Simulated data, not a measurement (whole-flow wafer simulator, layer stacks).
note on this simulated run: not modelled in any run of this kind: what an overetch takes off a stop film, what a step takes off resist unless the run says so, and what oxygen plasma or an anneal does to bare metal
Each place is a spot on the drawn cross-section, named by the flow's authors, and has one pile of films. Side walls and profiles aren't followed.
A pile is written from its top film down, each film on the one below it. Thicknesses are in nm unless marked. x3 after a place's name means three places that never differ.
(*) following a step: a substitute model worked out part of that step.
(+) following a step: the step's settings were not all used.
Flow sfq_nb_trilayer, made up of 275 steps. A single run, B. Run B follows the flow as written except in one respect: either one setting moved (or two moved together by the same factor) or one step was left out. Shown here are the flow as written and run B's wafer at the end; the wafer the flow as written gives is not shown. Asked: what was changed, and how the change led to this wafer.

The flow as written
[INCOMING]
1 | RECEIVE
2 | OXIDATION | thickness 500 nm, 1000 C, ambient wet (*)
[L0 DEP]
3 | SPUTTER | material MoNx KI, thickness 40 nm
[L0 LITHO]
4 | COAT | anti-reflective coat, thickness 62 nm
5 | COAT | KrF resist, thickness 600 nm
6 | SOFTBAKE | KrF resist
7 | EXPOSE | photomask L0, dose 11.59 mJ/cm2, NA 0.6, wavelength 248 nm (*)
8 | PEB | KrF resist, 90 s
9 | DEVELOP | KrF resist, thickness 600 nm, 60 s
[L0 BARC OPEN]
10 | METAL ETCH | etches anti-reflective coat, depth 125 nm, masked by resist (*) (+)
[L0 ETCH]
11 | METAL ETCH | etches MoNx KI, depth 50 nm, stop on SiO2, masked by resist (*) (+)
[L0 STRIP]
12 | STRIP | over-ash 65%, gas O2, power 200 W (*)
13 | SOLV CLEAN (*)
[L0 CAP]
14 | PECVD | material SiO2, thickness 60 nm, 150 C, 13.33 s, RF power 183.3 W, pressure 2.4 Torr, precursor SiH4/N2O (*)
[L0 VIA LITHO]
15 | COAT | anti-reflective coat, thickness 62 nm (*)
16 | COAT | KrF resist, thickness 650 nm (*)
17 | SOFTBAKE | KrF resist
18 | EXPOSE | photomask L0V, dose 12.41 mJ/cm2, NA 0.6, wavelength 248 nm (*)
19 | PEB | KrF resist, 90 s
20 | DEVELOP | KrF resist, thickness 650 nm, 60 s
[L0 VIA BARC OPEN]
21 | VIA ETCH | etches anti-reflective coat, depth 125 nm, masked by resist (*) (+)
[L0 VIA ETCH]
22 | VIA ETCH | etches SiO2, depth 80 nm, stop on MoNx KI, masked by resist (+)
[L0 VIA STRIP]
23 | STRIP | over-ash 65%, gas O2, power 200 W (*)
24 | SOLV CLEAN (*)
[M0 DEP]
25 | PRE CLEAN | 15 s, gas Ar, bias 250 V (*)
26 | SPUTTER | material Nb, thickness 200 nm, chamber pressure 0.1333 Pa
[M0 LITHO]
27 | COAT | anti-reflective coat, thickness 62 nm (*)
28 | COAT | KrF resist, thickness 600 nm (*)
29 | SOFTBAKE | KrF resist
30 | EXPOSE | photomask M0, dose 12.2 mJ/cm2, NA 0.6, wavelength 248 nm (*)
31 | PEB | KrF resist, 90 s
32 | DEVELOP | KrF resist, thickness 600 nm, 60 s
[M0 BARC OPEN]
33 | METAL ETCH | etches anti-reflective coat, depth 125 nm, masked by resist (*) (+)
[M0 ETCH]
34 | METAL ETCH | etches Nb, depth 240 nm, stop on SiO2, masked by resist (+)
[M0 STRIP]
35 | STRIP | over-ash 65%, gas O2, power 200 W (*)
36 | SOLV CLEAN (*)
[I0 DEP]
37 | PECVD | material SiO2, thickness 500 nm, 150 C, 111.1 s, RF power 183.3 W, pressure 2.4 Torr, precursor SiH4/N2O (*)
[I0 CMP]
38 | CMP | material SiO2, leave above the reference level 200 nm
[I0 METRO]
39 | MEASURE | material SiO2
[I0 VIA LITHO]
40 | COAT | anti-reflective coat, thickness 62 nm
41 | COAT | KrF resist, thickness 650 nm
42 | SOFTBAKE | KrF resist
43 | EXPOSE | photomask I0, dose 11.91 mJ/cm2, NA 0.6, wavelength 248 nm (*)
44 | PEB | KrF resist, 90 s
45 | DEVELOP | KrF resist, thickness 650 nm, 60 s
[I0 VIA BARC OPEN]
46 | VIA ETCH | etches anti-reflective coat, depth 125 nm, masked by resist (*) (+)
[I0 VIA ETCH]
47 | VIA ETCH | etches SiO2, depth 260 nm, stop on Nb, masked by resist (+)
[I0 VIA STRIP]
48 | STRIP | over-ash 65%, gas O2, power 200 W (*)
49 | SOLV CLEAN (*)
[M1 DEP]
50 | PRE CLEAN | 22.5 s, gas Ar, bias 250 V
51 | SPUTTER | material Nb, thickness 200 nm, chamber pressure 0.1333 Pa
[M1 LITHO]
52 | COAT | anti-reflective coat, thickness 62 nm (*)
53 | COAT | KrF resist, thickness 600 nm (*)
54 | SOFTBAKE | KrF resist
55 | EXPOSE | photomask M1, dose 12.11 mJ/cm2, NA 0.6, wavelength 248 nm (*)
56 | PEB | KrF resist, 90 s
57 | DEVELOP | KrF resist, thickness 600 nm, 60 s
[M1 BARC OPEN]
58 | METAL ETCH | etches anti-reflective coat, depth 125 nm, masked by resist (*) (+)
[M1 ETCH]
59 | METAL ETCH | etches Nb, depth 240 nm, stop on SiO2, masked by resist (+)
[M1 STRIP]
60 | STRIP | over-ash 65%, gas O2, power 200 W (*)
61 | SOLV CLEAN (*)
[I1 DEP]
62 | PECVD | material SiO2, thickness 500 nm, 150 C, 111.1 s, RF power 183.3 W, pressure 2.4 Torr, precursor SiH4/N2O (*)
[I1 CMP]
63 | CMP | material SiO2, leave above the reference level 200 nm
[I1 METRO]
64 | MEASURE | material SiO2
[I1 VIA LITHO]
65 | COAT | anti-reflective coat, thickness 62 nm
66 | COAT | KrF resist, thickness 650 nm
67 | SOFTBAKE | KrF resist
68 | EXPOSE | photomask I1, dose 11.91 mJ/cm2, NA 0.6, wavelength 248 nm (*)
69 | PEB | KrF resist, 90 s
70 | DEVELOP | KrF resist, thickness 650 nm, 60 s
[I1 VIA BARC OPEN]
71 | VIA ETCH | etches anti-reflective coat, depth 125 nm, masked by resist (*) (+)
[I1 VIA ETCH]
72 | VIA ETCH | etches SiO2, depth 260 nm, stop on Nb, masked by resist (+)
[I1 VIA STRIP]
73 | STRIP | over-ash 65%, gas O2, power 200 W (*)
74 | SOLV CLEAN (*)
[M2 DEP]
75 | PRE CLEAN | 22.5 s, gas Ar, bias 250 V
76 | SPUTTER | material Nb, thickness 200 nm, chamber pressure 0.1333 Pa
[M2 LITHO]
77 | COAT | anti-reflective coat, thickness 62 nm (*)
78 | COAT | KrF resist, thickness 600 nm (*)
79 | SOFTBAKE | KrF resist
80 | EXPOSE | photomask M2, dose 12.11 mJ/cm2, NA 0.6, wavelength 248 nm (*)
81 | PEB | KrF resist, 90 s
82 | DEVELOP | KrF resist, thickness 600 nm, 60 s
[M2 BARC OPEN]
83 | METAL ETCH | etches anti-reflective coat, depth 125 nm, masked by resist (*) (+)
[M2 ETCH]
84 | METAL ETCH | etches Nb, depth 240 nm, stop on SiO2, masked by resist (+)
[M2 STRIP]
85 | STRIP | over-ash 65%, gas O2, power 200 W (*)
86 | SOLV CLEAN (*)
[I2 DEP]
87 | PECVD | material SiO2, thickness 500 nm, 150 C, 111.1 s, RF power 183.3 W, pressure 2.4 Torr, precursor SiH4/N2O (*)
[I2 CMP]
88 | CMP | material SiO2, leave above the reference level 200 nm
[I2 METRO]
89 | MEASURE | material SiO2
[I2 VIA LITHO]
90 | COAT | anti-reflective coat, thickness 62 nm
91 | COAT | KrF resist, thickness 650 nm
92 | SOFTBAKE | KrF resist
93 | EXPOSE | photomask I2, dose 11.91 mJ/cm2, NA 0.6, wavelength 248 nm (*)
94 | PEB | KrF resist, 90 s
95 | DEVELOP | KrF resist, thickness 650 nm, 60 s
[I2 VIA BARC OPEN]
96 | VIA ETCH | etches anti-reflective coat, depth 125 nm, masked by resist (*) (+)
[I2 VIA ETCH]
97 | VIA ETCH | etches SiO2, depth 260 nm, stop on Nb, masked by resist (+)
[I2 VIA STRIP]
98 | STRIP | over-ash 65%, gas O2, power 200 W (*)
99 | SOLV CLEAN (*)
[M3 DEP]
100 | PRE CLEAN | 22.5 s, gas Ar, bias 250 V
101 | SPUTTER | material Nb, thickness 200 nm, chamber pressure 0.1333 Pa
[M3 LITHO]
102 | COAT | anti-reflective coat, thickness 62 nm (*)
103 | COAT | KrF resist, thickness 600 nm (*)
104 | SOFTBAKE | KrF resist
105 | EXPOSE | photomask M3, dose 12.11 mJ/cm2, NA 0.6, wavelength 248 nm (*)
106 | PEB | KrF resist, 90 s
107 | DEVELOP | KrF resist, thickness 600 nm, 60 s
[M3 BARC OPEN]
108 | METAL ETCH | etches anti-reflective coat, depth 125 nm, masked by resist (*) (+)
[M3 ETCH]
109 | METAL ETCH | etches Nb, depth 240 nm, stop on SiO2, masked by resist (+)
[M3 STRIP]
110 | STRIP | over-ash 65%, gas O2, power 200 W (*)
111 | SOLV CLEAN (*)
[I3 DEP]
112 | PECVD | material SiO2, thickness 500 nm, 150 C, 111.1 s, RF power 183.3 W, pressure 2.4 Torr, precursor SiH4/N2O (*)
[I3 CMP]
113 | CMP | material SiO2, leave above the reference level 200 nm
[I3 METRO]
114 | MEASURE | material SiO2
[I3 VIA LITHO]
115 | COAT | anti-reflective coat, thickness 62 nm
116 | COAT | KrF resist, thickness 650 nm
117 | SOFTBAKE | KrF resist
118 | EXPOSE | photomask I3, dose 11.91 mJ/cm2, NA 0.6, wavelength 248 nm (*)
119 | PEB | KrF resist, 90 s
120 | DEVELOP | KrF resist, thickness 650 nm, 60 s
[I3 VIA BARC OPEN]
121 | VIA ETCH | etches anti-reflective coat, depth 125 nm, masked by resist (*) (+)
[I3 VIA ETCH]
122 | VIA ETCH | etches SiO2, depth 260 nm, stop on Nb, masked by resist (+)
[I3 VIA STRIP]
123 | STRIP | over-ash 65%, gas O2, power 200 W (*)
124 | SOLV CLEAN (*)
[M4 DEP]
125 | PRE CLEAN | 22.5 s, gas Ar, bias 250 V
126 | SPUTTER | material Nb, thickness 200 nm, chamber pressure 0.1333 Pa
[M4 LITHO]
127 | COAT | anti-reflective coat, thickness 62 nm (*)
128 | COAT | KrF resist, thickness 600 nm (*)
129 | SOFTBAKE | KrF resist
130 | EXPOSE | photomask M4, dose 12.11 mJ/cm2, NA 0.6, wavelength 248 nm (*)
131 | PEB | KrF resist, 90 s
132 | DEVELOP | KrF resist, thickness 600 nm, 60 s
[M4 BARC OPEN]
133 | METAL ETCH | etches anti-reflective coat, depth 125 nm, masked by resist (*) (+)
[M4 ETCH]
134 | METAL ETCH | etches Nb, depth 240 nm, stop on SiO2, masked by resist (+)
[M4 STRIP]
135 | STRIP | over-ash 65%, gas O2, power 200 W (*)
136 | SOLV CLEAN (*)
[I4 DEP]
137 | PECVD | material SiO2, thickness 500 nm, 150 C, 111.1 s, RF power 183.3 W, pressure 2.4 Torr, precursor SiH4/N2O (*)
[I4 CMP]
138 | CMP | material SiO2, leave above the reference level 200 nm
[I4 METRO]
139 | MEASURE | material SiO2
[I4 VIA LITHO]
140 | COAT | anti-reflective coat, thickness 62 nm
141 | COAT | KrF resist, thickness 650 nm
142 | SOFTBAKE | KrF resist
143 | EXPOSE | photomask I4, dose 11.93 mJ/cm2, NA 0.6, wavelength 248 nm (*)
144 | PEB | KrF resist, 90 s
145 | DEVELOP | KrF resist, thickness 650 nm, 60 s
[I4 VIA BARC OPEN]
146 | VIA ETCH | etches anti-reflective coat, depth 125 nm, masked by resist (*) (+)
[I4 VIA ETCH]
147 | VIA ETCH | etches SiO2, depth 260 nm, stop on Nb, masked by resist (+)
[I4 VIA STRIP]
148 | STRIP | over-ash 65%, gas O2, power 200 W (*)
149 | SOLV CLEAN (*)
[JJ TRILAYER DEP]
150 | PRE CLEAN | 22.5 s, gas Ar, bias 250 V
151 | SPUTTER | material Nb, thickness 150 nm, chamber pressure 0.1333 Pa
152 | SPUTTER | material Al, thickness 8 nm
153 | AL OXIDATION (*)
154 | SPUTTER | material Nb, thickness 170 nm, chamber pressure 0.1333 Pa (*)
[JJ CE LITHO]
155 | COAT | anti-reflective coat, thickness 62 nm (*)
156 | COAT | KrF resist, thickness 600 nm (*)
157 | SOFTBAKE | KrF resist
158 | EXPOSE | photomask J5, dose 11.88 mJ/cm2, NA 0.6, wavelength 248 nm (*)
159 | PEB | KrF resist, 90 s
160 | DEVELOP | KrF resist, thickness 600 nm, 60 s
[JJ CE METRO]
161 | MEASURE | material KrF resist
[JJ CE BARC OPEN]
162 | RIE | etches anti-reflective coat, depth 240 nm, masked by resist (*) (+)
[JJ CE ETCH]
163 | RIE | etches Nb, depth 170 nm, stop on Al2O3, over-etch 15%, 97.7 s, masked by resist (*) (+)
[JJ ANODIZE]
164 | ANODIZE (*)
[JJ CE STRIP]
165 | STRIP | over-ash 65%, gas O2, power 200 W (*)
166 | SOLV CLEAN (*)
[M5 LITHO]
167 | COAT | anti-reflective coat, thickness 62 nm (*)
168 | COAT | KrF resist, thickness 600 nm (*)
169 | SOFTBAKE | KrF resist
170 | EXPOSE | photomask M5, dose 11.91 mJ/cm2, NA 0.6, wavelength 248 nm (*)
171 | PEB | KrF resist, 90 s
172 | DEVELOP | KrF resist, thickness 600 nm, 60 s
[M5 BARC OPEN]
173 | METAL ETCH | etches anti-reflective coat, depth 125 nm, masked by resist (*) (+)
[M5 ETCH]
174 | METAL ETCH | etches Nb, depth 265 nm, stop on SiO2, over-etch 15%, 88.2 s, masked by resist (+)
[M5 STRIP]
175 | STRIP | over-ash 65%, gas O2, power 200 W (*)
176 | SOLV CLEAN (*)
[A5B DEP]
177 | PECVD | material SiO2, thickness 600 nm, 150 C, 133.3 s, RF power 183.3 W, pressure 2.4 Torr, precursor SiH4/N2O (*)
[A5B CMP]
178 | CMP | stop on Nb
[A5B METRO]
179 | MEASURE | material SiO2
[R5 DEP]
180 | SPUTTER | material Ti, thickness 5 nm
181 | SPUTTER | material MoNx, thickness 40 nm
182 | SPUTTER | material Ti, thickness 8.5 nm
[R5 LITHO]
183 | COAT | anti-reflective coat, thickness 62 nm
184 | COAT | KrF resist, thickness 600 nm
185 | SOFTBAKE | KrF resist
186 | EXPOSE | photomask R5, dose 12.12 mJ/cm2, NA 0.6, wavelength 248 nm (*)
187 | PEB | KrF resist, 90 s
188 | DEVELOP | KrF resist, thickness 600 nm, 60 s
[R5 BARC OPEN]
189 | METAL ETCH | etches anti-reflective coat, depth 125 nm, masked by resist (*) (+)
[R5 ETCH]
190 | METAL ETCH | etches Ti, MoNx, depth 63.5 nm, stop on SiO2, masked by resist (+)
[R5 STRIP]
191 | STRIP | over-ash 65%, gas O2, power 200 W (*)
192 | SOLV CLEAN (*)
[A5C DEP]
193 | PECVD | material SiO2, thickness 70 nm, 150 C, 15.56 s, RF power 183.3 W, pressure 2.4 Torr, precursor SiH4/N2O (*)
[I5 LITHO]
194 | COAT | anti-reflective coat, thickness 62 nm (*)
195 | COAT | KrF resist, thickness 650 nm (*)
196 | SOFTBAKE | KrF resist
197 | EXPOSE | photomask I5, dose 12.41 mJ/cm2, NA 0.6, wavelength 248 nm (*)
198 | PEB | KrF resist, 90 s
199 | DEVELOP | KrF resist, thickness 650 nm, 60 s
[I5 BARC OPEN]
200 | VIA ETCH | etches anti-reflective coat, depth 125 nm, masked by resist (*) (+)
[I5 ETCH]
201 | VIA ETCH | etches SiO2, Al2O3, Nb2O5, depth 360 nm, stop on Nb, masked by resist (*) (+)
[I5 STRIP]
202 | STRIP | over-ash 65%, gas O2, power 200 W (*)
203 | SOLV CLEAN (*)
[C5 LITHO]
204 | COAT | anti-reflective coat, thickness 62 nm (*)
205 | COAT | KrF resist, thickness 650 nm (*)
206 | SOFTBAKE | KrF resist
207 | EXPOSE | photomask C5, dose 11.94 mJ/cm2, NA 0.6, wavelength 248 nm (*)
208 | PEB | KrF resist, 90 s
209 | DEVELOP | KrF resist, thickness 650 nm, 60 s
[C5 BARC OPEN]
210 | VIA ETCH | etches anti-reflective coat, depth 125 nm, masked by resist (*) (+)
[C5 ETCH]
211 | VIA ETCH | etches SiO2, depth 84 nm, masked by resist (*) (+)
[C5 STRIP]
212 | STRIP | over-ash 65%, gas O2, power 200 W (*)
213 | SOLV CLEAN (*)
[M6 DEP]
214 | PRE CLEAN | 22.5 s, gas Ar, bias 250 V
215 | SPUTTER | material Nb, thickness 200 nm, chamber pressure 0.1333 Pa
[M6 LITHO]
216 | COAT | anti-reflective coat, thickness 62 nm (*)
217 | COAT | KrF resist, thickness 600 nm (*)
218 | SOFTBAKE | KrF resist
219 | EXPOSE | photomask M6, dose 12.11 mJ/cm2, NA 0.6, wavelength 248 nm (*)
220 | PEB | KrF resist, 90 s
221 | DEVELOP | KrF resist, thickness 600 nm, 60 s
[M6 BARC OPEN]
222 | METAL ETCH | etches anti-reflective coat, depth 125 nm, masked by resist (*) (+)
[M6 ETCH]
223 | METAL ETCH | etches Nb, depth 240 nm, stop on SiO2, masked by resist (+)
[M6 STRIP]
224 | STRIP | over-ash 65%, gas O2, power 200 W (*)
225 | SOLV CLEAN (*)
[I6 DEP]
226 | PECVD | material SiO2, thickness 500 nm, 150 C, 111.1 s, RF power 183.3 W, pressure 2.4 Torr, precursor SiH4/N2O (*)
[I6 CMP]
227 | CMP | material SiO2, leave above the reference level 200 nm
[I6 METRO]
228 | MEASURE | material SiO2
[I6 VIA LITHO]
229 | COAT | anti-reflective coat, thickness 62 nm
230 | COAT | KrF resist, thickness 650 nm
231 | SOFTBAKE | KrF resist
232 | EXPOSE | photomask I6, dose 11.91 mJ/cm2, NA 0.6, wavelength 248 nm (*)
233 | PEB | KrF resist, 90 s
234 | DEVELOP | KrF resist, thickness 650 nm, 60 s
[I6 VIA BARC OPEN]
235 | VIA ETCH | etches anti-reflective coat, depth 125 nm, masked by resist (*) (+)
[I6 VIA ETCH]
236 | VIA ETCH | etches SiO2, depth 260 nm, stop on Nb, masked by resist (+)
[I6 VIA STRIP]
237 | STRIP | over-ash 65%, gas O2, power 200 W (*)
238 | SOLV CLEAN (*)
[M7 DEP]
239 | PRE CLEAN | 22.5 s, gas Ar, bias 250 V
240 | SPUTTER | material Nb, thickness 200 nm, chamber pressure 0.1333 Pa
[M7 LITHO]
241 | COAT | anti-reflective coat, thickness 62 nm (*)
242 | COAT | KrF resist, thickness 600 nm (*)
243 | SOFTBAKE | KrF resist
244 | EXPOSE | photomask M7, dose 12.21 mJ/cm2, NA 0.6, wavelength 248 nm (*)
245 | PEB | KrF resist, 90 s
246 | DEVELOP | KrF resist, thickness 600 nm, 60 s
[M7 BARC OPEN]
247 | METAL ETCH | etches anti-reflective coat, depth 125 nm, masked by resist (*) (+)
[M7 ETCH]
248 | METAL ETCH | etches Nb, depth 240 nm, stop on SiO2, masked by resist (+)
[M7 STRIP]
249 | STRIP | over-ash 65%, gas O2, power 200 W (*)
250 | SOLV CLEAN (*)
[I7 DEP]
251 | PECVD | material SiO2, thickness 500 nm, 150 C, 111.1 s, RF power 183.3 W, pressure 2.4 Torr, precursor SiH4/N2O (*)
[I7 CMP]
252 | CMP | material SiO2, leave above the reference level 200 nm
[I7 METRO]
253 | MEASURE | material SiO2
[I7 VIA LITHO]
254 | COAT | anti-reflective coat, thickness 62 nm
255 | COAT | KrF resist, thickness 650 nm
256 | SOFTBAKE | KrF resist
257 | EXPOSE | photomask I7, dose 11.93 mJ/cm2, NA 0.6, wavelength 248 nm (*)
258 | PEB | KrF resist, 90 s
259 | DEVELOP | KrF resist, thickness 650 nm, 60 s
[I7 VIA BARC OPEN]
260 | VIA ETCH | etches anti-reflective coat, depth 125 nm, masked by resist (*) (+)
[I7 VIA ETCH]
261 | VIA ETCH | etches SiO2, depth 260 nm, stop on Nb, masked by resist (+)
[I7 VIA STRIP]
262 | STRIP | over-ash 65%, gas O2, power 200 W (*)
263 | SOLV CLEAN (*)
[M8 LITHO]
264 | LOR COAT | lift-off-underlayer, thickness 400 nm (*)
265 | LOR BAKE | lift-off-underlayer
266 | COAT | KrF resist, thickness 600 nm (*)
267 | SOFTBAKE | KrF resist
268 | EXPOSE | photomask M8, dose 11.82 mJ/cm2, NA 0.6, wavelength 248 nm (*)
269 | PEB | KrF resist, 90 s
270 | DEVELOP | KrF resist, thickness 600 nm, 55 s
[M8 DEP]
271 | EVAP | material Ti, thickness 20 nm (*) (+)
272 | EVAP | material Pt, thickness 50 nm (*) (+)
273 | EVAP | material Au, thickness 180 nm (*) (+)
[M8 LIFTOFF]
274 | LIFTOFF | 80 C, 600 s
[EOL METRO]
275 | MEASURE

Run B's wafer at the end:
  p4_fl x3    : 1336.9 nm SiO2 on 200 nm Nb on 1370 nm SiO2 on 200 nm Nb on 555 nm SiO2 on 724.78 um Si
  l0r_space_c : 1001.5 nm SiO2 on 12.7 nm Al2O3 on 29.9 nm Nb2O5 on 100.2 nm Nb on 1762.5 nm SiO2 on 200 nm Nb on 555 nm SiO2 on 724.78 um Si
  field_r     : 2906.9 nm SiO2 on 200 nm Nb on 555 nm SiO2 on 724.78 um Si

The reason: step 151, SPUTTER: thickness 111 nm was run, while the flow as written has thickness 150 nm.

Step by step, how the change led to this:
  151 | SPUTTER | material Nb, thickness 150 nm, chamber pressure 0.1333 Pa
      field_l, v_sur, via_sp and 100 more: +111 Nb (new film) (in the flow as written it would be: +150 Nb (new film))
      via_wl, via_wr: +80 Nb (in the flow as written it would be: +130.4 Nb)
      (also at 1 further place)
  154 | SPUTTER | material Nb, thickness 170 nm, chamber pressure 0.1333 Pa (*)
      via_w: +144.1 Nb (new film) (in the flow as written it would be: +141 Nb (new film))
  155 | COAT | anti-reflective coat, thickness 62 nm (*)
      via_wl, via_wr: +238 anti-reflective coat (new film) (in the flow as written it would be: +209.4 anti-reflective coat (new film))
      via_w: +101 anti-reflective coat (new film) (in the flow as written it would be: +97.4 anti-reflective coat (new film))
  156 | COAT | KrF resist, thickness 600 nm (*)
      via_wl: +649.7 KrF resist (new film) (in the flow as written it would be: +663 KrF resist (new film))
      via_wr: +649.9 KrF resist (new film) (in the flow as written it would be: +663.2 KrF resist (new film))
  160 | DEVELOP | KrF resist, thickness 600 nm, 60 s
      via_wl: -648.3 KrF resist (all of it) (in the flow as written it would be: -661.6 KrF resist (all of it))
  162 | RIE | etches anti-reflective coat, depth 240 nm, masked by resist (*) (+)
      ce_l, c5j, ce_r, wl_jj: -238 KrF resist (in the flow as written it would be: -209.4 KrF resist)
      via_wl, via_wr: -238 anti-reflective coat (all of it) (in the flow as written it would be: -209.4 anti-reflective coat (all of it))
      (also at 1 further place)
  163 | RIE | etches Nb, depth 170 nm, stop on Al2O3, over-etch 15%, 97.7 s, masked by resist (*) (+)
      via_w: -144.1 Nb (all of it), -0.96 Al2O3 (all of it) (in the flow as written it would be: -141 Nb (all of it), -0.96 Al2O3 (all of it))
  165 | STRIP | over-ash 65%, gas O2, power 200 W (*)
      c5j, ce_r: -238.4 KrF resist (all of it), -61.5 anti-reflective coat (all of it) (in the flow as written it would be: -266.9 KrF resist (all of it), -61.5 anti-reflective coat (all of it))
      ce_l: -238.3 KrF resist (all of it), -61.5 anti-reflective coat (all of it) (in the flow as written it would be: -266.8 KrF resist (all of it), -61.4 anti-reflective coat (all of it))
      (also at 1 further place)
  167 | COAT | anti-reflective coat, thickness 62 nm (*)
      via_wl: +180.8 anti-reflective coat (new film) (in the flow as written it would be: +170.5 anti-reflective coat (new film))
      via_w: +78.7 anti-reflective coat (new film) (in the flow as written it would be: +84.1 anti-reflective coat (new film))
      (also at 1 further place)
  174 | METAL ETCH | etches Nb, depth 265 nm, stop on SiO2, over-etch 15%, 88.2 s, masked by resist (+)
      field_l, r_sur, res and 50 more: -12.6 Al2O3 (all of it), -29.9 Nb2O5 (all of it), -100.2 Nb (all of it), -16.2 SiO2 (in the flow as written it would be: -12.6 Al2O3 (all of it), -29.9 Nb2O5 (all of it), -139.2 Nb (all of it), -12.3 SiO2)
  175 | STRIP | over-ash 65%, gas O2, power 200 W (*)
      via_wl: -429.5 KrF resist (all of it), -180.8 anti-reflective coat (all of it) (in the flow as written it would be: -427 KrF resist (all of it), -170.5 anti-reflective coat (all of it))
      via_w: -498.2 KrF resist (all of it), -78.7 anti-reflective coat (all of it) (in the flow as written it would be: -503.5 KrF resist (all of it), -84.1 anti-reflective coat (all of it))
      (also at 1 further place)
  177 | PECVD | material SiO2, thickness 600 nm, 150 C, 133.3 s, RF power 183.3 W, pressure 2.4 Torr, precursor SiH4/N2O (*)
      via_wl, via_wr: +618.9 SiO2 (new film) (in the flow as written it would be: +600 SiO2 (new film))
  178 | CMP | stop on Nb
      field_l, p4_fl x3, p4_w1 x9 and 29 more: -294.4 SiO2 (in the flow as written it would be: -259.3 SiO2)
      r_sur, res, r_end, moat, field_r, lsp_l: -294.4 SiO2 (in the flow as written it would be: -252.3 SiO2)
      (also at 8 further places)
